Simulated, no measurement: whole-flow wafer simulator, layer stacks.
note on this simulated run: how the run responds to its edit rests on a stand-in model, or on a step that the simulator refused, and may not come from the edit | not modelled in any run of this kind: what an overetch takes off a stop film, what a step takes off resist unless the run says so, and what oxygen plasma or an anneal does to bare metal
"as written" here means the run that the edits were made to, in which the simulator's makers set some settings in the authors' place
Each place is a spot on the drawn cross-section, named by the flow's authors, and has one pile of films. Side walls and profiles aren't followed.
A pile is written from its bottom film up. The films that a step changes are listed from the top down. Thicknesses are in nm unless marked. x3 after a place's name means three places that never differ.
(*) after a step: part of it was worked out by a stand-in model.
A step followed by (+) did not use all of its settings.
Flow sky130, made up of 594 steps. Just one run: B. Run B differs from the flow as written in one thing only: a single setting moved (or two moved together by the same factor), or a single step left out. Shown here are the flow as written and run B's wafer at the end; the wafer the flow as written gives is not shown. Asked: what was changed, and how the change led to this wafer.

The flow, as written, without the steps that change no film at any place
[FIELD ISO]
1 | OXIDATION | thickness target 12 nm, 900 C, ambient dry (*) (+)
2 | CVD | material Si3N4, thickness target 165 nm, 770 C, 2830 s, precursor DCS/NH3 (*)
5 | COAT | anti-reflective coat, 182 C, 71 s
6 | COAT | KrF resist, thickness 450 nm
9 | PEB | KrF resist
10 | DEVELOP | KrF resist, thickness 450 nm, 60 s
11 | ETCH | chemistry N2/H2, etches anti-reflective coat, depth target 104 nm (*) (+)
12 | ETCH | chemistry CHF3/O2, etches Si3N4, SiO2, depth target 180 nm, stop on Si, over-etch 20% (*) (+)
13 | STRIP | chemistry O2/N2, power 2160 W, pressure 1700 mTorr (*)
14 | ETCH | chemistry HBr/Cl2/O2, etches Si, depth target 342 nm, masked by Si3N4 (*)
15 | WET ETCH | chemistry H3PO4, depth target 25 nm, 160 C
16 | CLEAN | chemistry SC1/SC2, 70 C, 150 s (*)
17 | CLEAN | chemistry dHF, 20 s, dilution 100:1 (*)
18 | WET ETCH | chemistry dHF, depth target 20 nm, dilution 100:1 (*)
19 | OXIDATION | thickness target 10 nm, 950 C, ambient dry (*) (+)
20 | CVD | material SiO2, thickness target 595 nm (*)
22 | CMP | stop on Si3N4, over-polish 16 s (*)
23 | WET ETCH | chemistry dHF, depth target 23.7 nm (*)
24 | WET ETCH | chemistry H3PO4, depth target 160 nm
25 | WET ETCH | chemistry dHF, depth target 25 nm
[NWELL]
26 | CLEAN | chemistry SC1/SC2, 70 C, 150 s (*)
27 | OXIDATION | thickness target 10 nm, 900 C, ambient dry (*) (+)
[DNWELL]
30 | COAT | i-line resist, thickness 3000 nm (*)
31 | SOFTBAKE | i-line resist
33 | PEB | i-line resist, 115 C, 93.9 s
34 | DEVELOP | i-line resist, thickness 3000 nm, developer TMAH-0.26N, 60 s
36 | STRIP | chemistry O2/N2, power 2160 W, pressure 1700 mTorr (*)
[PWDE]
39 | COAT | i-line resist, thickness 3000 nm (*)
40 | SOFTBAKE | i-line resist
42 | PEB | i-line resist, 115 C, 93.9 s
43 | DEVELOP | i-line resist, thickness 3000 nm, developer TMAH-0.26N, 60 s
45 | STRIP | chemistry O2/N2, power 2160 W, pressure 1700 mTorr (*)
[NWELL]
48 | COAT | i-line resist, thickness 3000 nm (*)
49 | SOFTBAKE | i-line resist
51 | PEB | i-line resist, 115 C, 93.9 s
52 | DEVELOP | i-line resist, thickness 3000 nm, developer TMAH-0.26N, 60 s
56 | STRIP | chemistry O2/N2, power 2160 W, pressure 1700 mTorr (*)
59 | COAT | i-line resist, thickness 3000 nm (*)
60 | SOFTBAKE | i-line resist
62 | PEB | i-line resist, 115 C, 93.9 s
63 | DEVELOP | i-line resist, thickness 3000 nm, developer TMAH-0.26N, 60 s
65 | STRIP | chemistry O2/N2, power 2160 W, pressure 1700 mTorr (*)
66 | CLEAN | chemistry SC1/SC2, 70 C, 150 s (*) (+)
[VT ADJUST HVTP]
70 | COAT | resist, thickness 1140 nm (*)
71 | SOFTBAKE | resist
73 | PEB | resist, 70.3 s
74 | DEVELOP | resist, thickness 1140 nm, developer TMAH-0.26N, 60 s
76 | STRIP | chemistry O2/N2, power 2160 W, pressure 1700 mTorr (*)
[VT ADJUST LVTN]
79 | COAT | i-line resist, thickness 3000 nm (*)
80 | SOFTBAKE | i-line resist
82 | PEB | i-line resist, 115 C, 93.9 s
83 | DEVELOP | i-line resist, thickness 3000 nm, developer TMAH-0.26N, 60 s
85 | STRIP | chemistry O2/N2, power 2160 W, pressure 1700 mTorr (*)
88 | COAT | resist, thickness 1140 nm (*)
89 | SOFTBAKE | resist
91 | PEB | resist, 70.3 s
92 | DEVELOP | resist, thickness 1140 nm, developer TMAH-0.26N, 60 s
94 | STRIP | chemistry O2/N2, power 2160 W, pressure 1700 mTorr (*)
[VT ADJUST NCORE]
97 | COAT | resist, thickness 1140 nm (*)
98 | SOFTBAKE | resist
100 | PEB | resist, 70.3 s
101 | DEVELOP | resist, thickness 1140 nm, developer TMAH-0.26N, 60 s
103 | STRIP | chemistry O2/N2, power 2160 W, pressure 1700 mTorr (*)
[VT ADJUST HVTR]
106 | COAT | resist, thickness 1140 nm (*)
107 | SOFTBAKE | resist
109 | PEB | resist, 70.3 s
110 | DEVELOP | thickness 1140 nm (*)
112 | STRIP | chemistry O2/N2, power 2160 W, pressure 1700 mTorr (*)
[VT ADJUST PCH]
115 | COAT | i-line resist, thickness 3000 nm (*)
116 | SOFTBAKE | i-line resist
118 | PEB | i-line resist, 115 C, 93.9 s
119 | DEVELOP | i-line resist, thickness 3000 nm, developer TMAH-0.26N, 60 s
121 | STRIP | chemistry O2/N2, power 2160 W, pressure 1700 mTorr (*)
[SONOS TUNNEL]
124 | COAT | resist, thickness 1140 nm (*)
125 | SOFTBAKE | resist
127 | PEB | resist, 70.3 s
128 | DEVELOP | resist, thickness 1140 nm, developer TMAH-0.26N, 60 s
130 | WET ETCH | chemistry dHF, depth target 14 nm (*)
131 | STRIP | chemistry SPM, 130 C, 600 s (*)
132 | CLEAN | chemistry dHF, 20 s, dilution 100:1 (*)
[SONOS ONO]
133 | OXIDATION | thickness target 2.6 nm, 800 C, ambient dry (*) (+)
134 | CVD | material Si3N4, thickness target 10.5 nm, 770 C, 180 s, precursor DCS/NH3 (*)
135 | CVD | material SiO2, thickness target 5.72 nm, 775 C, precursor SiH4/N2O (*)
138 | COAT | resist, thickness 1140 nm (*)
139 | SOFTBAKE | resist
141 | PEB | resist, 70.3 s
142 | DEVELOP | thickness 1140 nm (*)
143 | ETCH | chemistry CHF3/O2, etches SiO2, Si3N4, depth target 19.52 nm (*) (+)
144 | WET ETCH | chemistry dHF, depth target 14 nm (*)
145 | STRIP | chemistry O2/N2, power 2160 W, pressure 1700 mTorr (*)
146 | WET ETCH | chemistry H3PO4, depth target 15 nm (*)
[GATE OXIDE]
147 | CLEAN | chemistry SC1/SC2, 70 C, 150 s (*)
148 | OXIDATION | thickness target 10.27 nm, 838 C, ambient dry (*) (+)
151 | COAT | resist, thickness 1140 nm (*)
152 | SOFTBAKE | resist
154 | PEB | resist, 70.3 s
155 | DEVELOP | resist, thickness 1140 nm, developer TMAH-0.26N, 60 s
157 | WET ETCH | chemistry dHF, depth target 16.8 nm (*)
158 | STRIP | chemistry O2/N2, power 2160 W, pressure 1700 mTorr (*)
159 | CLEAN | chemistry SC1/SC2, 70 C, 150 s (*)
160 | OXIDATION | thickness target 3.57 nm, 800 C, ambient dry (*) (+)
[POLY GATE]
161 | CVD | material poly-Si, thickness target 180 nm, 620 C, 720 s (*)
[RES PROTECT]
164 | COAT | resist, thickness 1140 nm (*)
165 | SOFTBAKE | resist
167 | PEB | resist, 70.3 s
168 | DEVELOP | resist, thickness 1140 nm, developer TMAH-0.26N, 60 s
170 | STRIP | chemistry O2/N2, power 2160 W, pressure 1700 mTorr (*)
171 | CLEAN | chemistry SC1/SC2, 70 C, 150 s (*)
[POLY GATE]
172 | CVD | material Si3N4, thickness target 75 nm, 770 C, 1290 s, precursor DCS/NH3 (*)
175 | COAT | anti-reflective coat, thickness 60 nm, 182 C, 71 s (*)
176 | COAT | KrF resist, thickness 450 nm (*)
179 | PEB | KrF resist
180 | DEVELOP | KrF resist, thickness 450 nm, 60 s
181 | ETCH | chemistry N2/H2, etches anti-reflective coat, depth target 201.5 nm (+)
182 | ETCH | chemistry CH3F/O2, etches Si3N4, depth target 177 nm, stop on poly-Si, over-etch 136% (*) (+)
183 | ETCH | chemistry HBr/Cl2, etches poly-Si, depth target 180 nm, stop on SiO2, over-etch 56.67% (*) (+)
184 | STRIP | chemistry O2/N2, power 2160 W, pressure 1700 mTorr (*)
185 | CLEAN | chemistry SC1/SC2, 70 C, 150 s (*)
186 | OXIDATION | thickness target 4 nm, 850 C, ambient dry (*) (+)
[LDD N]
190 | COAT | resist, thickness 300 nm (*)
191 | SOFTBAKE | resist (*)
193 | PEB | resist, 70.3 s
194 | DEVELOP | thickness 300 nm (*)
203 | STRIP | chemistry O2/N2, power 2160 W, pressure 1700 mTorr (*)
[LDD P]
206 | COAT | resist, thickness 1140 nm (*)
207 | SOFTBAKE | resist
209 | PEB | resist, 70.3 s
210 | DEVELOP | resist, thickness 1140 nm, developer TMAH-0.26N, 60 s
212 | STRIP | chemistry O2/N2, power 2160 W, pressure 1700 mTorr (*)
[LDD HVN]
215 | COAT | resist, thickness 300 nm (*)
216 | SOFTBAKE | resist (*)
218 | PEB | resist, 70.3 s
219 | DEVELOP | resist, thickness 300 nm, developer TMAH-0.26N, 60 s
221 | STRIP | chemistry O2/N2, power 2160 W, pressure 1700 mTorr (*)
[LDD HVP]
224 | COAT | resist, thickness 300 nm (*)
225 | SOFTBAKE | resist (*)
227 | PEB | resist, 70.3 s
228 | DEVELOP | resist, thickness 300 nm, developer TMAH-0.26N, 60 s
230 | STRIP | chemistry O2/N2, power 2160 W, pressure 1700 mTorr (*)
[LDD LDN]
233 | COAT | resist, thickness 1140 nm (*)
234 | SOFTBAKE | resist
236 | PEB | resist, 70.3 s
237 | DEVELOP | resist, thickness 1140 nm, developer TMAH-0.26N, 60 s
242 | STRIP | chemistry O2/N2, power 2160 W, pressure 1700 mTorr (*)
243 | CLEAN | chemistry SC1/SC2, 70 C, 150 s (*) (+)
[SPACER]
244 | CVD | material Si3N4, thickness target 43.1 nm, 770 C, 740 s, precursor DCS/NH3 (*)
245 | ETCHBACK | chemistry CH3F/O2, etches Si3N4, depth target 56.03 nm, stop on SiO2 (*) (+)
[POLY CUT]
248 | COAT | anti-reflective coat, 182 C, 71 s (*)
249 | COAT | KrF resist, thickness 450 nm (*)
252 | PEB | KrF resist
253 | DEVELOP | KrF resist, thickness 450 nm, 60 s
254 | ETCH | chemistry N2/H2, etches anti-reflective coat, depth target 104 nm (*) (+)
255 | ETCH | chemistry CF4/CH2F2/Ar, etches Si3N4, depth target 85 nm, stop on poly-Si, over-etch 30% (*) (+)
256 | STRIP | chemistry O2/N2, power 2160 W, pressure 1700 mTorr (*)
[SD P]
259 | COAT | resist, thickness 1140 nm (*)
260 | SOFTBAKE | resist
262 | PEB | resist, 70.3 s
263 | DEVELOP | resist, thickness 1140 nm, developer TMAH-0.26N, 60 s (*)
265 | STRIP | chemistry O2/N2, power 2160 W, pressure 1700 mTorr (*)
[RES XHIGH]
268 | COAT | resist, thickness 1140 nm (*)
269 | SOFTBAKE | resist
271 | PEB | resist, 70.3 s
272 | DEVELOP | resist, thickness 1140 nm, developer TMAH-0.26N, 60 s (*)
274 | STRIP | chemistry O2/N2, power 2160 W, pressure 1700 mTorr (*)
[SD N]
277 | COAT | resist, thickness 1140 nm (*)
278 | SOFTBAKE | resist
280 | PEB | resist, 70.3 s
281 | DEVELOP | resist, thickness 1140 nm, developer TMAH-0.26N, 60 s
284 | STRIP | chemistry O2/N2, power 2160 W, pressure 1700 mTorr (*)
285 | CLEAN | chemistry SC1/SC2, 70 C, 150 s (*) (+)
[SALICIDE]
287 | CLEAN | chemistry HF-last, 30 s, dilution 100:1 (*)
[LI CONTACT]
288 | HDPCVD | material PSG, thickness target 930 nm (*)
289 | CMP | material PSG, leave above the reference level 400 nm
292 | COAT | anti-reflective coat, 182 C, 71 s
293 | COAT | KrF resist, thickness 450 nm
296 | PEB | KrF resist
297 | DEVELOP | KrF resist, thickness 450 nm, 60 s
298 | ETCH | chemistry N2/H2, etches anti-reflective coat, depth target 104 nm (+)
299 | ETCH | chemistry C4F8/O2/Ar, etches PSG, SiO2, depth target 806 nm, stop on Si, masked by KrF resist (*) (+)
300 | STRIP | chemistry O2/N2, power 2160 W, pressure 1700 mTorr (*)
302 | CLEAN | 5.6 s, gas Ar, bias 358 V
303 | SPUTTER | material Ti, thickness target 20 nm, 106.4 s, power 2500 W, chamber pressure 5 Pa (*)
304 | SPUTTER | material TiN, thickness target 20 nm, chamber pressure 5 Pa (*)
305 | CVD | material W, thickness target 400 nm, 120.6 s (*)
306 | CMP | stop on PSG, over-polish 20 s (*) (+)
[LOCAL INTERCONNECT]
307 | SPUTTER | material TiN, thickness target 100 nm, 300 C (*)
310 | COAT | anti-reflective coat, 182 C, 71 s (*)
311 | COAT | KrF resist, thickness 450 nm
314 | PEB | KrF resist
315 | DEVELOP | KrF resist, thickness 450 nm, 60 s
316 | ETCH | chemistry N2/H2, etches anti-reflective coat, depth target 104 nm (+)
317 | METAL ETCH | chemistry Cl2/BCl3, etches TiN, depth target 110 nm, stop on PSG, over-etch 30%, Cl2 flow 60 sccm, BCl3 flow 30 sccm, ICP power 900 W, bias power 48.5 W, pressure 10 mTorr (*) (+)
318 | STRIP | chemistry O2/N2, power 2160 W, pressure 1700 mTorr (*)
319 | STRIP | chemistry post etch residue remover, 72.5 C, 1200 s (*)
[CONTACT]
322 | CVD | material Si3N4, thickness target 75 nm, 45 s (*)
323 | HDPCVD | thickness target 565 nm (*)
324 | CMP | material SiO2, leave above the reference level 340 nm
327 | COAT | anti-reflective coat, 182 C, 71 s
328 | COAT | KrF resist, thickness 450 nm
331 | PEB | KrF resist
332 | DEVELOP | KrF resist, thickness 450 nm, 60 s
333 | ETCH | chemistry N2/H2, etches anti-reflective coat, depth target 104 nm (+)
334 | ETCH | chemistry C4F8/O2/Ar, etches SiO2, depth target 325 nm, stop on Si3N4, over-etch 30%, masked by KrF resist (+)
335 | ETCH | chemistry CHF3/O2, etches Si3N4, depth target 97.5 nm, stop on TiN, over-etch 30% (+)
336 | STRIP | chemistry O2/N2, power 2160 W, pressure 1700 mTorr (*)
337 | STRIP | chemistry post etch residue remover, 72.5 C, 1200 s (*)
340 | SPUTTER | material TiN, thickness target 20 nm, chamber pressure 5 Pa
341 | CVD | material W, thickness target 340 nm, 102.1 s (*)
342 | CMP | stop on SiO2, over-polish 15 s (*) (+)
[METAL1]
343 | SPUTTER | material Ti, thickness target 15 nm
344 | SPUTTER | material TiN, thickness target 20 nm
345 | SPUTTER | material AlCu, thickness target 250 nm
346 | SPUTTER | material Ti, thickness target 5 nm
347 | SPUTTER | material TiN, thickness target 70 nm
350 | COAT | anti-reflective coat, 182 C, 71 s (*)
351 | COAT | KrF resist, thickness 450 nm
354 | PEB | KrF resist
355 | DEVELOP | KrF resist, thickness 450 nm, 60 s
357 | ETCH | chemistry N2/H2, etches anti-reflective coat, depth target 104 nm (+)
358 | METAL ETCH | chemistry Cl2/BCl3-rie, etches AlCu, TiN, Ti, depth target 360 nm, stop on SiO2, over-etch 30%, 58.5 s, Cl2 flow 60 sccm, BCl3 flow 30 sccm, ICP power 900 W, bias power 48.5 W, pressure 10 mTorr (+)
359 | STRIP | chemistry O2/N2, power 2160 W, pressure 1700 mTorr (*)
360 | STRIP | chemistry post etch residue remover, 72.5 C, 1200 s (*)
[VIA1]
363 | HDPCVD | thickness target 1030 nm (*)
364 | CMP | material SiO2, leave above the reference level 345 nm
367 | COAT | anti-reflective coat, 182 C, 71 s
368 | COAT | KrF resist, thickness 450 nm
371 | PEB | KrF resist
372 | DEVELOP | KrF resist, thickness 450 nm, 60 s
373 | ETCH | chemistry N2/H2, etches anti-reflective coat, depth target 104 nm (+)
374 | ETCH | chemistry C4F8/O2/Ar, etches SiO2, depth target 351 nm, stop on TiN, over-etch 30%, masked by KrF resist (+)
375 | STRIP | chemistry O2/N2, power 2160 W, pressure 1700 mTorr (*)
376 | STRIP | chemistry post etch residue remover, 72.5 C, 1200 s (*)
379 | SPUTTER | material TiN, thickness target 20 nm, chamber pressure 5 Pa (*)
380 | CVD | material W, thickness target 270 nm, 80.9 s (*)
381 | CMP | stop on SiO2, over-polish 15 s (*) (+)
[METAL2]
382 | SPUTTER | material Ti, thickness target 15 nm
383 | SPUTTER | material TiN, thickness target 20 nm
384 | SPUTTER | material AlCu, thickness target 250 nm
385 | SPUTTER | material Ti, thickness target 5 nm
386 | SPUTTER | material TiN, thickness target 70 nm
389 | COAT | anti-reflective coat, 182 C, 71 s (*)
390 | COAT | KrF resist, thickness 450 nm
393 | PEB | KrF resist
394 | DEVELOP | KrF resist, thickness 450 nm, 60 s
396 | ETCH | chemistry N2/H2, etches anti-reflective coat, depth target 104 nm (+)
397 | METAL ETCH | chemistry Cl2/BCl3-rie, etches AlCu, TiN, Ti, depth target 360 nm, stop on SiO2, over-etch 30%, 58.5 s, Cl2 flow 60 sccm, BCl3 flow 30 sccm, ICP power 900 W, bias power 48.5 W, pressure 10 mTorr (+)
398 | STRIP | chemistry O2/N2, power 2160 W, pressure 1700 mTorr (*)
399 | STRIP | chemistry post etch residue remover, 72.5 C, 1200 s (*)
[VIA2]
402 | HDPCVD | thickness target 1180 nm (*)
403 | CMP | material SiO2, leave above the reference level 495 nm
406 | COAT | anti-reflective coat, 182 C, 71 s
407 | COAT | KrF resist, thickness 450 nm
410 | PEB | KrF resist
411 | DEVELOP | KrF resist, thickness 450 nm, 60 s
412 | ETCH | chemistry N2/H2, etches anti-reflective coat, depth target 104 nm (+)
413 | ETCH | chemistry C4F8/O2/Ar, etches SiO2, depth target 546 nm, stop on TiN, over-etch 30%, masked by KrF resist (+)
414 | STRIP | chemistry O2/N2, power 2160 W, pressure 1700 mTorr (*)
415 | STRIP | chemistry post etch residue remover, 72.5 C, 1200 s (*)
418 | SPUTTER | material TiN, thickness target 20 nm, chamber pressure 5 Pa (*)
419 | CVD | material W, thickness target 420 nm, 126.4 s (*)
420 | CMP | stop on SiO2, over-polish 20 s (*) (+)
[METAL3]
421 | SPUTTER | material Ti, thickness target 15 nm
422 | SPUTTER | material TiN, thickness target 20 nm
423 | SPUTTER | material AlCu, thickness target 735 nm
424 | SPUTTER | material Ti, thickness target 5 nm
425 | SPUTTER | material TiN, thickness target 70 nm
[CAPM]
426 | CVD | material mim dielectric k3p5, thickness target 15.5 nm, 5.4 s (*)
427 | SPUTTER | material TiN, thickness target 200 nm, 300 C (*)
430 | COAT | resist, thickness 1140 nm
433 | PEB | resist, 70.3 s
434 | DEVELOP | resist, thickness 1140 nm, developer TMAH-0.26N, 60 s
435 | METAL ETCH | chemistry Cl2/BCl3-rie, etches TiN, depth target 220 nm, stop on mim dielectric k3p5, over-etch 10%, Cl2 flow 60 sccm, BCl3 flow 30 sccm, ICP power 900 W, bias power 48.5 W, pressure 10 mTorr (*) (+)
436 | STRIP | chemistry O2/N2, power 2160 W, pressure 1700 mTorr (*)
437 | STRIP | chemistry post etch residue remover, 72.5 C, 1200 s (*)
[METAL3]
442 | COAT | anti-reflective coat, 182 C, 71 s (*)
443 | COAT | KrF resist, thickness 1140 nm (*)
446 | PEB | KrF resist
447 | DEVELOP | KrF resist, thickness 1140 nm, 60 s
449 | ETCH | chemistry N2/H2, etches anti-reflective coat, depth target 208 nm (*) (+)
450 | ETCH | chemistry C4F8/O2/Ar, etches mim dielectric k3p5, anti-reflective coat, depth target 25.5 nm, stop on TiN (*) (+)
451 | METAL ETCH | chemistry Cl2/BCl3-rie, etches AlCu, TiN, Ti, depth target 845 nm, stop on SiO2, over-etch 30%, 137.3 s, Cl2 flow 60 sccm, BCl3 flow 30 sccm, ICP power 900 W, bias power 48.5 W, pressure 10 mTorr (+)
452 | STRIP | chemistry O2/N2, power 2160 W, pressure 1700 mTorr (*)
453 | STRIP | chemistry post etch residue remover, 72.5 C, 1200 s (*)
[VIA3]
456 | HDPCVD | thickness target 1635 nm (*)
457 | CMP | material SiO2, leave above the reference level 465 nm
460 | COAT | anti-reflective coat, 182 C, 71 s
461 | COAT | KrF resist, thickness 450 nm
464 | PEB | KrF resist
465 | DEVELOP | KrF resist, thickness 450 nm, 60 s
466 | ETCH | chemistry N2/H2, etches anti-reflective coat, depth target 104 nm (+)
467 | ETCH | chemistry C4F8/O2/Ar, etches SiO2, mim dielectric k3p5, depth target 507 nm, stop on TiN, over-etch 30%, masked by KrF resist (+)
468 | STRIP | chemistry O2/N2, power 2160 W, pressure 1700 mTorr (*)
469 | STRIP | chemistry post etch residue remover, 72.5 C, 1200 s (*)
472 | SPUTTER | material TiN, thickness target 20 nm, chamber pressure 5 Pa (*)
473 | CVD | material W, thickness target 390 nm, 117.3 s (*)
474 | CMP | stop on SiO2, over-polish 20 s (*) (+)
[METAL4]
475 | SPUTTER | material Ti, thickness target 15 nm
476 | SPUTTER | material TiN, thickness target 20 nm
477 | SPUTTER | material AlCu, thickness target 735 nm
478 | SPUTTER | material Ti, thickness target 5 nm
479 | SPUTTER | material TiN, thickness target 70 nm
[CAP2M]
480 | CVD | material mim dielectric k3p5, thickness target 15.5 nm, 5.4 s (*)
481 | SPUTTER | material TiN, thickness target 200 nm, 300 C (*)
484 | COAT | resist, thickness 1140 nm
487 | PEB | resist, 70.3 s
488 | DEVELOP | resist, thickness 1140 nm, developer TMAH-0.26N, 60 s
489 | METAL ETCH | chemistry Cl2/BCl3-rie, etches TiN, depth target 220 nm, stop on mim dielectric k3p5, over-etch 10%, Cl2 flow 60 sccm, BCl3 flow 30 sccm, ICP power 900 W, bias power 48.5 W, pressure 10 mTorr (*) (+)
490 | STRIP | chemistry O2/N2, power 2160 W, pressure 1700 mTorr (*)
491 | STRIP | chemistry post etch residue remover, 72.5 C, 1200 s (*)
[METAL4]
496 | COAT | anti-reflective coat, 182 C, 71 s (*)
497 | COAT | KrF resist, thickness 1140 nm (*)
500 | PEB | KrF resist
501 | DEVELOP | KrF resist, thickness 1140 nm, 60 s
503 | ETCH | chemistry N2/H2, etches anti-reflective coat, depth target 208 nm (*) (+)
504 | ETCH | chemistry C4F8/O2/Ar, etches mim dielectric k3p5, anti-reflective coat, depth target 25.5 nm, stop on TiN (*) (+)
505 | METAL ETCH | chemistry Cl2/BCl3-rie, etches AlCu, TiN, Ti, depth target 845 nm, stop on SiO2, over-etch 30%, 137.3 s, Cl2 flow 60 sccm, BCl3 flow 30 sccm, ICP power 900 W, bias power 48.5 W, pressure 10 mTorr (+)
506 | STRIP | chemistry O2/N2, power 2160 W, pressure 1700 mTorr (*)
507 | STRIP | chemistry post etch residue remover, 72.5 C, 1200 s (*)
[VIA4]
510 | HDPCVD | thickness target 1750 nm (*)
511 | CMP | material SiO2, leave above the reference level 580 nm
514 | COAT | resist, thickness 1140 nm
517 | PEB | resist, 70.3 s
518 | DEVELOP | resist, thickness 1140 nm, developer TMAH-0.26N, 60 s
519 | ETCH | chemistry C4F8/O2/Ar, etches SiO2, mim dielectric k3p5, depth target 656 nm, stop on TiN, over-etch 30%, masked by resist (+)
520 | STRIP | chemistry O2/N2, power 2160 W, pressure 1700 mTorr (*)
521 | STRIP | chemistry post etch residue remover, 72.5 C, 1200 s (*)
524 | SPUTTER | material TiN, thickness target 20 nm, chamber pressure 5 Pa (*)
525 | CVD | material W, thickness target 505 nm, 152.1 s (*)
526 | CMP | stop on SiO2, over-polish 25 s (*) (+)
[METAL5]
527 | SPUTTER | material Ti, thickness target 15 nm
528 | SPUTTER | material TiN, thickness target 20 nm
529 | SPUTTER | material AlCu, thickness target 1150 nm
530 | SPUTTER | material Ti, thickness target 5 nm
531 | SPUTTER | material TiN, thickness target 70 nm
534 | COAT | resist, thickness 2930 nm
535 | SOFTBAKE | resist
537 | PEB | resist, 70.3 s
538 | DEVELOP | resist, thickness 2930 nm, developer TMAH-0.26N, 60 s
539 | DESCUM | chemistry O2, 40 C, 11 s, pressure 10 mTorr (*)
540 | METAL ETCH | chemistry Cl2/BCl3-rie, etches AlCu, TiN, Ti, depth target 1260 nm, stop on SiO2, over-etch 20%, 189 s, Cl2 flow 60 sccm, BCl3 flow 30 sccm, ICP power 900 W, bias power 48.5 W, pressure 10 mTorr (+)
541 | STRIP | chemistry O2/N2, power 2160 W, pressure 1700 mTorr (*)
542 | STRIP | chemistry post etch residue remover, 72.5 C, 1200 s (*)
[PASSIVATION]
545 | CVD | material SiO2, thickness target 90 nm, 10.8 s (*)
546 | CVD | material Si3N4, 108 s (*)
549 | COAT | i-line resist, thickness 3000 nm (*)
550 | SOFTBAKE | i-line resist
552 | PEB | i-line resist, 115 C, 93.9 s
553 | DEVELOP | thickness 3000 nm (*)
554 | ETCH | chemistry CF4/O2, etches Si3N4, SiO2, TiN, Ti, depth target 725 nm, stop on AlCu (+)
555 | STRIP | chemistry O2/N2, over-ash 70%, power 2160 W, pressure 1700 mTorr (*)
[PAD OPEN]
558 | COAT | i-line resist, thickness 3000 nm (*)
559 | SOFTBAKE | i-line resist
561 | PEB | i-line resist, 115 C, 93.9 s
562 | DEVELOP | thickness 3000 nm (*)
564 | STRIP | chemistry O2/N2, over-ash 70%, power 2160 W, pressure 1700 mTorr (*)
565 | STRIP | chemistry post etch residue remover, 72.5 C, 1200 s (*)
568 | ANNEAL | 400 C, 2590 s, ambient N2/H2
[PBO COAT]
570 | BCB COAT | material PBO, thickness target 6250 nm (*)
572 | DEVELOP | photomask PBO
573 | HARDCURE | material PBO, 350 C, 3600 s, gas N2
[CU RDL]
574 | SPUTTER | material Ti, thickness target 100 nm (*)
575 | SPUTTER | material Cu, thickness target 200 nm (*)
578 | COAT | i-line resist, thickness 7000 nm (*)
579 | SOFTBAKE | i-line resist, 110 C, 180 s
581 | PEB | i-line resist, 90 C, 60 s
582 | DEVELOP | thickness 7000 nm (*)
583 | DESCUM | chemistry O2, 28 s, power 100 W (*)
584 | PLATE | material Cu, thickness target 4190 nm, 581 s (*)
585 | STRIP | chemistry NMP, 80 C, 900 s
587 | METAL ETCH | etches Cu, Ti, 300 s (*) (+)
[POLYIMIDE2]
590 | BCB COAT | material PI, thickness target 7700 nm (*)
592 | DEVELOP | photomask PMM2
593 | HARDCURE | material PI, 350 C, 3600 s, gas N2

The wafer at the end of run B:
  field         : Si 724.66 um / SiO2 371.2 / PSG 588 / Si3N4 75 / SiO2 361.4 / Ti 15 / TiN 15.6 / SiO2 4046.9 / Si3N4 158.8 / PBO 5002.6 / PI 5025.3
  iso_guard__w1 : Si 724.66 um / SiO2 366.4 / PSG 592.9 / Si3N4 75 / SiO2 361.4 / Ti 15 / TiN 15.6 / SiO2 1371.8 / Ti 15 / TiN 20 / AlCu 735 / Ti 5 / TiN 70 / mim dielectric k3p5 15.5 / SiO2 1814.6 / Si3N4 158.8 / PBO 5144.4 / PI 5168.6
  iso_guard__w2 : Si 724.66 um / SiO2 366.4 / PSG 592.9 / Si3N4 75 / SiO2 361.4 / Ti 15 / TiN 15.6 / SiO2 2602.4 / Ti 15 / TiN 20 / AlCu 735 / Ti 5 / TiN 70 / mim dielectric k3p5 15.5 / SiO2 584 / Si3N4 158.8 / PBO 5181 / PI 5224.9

The reason: step 358, METAL ETCH: depth target 252 nm was run, while the flow as written has depth target 360 nm; step 358, METAL ETCH: 40.9 s was run, where the flow has 58.5 s.

Step by step, how the change led to this:
  358 | METAL ETCH | chemistry Cl2/BCl3-rie, etches AlCu, TiN, Ti, depth target 360 nm, stop on SiO2, over-etch 30%, 58.5 s, Cl2 flow 60 sccm, BCl3 flow 30 sccm, ICP power 900 W, bias power 48.5 W, pressure 10 mTorr (+)
      field, active, gate and 80 more: TiN loses 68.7 (all of it), Ti loses 5 (all of it), AlCu loses 250 (all of it), TiN loses 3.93 (in the flow as written it would be: TiN loses 68.7 (all of it), Ti loses 5 (all of it), AlCu loses 250 (all of it), TiN loses 20 (all of it), Ti loses 15 (all of it), SiO2 loses 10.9)
      rpo_hd: TiN loses 68.7 (all of it), Ti loses 5 (all of it), AlCu loses 250 (all of it), TiN loses 3.94 (in the flow as written it would be: TiN loses 68.7 (all of it), Ti loses 5 (all of it), AlCu loses 250 (all of it), TiN loses 20 (all of it), Ti loses 15 (all of it), SiO2 loses 10.9)
      (as well as at 107 more places)
  359 | STRIP | chemistry O2/N2, power 2160 W, pressure 1700 mTorr (*)
      n_well, p_well, gate_hv and 100 more: KrF resist loses 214 (all of it), anti-reflective coat loses 80 (all of it) (in the flow as written it would be: KrF resist loses 143.8 (all of it), anti-reflective coat loses 80 (all of it))
      poly_licon, ndiff_licon, ndiff_licon_cpp, rpo_hd_licon: KrF resist loses 214.1 (all of it), anti-reflective coat loses 80.5 (all of it) (in the flow as written it would be: KrF resist loses 143.9 (all of it), anti-reflective coat loses 80.5 (all of it))
  363 | HDPCVD | thickness target 1030 nm (*)
      field, active, gate and 81 more: SiO2 gains 1030 (new film) (in the flow as written it would be: SiO2 gains 1030)
  364 | CMP | material SiO2, leave above the reference level 345 nm
      field, active, gate and 81 more: SiO2 loses 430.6 (in the flow as written it would be: SiO2 loses 389.1)
If metal films that touch count as one body, field has 1 body; the flow as written gives 0 bodies.
If metal films that touch count as one body, iso_guard__w1 has 2 bodies (between them, from the top down: SiO2 1371.8); the flow as written gives 1 body.
If metal films that touch count as one body, iso_guard__w2 has 2 bodies (between them, from the top down: SiO2 2602.4); the flow as written gives 1 body.
